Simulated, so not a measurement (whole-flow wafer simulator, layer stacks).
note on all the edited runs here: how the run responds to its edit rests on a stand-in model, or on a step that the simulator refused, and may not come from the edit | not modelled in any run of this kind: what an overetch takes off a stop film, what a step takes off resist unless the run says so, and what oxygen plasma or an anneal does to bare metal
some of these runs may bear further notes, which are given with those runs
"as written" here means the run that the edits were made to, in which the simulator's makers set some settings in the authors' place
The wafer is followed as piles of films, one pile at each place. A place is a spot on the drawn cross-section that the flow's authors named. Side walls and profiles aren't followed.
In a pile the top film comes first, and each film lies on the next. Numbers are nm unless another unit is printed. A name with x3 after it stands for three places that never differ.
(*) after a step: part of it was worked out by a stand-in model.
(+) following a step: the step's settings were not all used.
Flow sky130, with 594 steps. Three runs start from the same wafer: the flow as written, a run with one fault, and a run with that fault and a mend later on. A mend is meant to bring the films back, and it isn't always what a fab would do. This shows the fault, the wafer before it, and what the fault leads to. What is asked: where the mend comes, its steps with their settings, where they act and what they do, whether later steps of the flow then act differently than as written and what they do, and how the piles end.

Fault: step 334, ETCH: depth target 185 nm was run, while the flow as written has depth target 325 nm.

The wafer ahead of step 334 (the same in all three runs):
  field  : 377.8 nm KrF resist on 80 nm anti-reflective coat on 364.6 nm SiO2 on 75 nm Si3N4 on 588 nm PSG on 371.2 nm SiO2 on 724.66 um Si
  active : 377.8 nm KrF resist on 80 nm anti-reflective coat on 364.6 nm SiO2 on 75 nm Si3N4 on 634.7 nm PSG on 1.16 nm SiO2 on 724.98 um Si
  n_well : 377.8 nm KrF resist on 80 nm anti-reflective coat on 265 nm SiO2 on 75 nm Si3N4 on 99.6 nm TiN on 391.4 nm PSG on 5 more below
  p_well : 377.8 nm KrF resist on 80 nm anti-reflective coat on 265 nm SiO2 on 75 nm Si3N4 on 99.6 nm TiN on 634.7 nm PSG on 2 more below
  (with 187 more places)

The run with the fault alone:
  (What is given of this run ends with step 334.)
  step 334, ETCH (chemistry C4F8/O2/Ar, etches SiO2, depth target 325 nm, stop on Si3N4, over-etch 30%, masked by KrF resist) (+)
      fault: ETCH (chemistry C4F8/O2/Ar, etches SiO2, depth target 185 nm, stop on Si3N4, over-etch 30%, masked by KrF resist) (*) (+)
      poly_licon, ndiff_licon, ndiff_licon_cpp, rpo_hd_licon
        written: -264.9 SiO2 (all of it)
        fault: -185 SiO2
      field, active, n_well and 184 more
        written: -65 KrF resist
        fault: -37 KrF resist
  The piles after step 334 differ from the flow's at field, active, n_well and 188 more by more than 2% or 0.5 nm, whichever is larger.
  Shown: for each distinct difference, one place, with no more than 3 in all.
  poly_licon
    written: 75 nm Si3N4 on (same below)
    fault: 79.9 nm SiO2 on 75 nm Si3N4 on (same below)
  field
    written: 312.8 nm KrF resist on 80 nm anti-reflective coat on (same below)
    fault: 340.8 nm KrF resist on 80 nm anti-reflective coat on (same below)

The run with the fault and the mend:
  The mend follows step 334.
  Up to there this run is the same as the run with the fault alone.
  step 334a, ETCH (chemistry C4F8/O2/Ar, etches SiO2, depth target 140 nm, stop on Si3N4, over-etch 30%, masked by KrF resist) (+) (the flow's step 334, run once more with other settings)
      field, active, n_well and 184 more
        -28 KrF resist
      poly_licon, ndiff_licon, ndiff_licon_cpp, rpo_hd_licon
        -79.9 SiO2 (all of it)
  None of the later steps of the flow acts differently than as written at any place that is followed.
  By the end, the piles equal the flow's at every place that both follow.
